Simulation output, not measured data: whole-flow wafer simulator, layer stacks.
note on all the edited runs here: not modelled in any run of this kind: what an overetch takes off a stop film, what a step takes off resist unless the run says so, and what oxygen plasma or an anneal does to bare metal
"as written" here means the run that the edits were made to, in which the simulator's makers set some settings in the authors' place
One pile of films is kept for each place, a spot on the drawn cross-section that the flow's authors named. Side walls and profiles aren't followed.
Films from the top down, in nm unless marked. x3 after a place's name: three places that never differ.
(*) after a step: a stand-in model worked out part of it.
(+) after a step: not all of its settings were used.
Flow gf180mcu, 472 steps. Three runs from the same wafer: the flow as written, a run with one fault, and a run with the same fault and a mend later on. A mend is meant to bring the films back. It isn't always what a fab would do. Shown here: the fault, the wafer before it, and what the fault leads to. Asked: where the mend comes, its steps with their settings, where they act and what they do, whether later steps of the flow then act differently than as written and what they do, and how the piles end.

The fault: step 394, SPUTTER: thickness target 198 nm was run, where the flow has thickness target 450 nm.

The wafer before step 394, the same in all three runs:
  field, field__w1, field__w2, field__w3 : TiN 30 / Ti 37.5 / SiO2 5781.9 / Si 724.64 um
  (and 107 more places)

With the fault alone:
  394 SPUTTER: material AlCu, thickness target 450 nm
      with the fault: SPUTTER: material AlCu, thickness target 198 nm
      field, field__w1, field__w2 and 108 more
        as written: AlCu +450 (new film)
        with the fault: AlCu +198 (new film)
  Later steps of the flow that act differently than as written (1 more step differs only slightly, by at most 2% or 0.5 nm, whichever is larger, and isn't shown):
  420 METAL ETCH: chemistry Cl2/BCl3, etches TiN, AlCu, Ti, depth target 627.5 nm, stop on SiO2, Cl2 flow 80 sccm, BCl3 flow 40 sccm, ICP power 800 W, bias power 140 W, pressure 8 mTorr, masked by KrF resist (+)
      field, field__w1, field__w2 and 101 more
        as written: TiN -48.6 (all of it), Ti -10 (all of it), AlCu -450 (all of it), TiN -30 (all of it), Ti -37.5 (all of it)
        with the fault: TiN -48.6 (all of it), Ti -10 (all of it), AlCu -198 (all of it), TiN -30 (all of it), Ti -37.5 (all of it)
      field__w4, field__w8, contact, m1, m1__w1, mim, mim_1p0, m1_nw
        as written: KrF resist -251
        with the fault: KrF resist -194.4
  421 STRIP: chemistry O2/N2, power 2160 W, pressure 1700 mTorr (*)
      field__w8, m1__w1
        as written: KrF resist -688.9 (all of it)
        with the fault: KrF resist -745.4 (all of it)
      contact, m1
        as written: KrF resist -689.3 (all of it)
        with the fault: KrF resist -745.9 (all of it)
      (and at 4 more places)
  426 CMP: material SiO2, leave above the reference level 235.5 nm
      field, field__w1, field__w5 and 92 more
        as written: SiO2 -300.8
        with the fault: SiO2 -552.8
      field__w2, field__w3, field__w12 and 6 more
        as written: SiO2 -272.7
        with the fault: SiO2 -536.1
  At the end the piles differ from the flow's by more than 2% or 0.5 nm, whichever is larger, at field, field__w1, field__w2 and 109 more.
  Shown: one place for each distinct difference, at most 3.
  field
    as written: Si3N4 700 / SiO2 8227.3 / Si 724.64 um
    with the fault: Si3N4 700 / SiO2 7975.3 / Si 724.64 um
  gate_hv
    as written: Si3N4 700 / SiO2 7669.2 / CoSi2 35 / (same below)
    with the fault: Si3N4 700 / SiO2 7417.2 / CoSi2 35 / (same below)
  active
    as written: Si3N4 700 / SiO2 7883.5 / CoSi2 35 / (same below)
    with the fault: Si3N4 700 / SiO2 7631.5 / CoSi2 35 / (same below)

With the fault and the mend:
  The mend comes after step 394.
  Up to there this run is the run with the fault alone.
  394a SPUTTER: material AlCu, thickness target 252 nm (the flow's step 394 once more, with other settings)
      field, field__w1, field__w2 and 108 more
        AlCu +252
  No later step of the flow acts differently than as written at any place that is followed.
  At the end the piles are the same as the flow's at every place that both follow.
